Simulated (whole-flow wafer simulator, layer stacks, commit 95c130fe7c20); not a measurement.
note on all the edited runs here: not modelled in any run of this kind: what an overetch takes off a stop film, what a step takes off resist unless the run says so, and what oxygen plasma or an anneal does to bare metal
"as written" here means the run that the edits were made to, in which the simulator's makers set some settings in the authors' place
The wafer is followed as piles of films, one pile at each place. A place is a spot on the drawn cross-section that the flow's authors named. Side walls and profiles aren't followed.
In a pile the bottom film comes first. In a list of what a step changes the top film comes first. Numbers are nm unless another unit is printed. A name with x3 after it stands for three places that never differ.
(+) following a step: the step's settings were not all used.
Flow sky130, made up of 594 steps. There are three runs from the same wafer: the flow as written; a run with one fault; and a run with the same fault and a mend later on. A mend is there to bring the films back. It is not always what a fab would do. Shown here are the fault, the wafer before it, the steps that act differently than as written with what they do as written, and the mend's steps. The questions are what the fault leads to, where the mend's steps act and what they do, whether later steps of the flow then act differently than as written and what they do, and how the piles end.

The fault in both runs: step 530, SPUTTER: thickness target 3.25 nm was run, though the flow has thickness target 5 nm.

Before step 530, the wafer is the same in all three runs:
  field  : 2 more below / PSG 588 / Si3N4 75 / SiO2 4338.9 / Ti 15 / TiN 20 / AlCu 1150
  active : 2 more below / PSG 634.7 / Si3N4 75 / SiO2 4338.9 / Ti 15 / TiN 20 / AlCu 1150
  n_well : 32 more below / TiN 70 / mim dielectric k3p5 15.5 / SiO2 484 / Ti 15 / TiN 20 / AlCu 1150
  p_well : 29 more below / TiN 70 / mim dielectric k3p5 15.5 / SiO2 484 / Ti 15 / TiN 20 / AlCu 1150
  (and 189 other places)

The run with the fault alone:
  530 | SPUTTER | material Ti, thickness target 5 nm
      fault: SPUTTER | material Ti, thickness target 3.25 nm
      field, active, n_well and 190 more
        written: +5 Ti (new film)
        fault: +3.25 Ti (new film)
  Steps later in the flow that act otherwise than as written (21 other steps are not shown; they differ only slightly, by no more than 2% or 0.5 nm, whichever is larger):
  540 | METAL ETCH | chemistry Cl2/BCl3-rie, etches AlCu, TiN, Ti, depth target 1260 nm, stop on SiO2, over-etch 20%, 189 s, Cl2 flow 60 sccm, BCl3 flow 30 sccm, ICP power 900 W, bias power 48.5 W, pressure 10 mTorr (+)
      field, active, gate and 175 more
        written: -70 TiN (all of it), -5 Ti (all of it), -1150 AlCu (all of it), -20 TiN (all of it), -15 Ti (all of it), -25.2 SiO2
        fault: -70 TiN (all of it), -3.25 Ti (all of it), -1150 AlCu (all of it), -20 TiN (all of it), -15 Ti (all of it), -25.4 SiO2
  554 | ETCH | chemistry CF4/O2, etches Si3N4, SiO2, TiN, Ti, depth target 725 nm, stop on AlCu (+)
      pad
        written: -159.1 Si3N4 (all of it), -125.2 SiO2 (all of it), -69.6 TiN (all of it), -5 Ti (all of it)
        fault: -159.1 Si3N4 (all of it), -125.2 SiO2 (all of it), -69.6 TiN (all of it), -3.25 Ti (all of it)
  At n_well, p_well, sd_n and 11 more, the piles at the end differ from the flow's by more than 2% or 0.5 nm, whichever is larger.
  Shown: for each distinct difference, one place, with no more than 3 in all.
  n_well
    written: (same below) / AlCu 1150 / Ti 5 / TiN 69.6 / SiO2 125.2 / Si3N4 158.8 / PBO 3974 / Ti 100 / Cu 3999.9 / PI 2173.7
    fault: (same below) / AlCu 1150 / Ti 3.25 / TiN 69.6 / SiO2 125.2 / Si3N4 158.8 / PBO 3975.3 / Ti 100 / Cu 3999.9 / PI 2173.9
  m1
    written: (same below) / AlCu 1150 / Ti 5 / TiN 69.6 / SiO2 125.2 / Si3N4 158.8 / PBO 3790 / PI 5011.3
    fault: (same below) / AlCu 1150 / Ti 3.25 / TiN 69.6 / SiO2 125.2 / Si3N4 158.8 / PBO 3791.4 / PI 5011.4
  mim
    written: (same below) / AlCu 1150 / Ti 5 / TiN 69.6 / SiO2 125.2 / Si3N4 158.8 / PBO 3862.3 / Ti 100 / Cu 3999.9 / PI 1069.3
    fault: (same below) / AlCu 1150 / Ti 3.25 / TiN 69.6 / SiO2 125.2 / Si3N4 158.8 / PBO 3863.6 / Ti 100 / Cu 3999.9 / PI 1069.5

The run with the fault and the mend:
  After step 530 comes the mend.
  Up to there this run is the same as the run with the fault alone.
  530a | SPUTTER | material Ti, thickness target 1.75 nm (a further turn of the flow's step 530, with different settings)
      field, active, n_well and 190 more
        +1.75 Ti
  Later steps of the flow that are run all act as written at every place that is followed.
  The piles end the same as the flow's at every place that both follow.
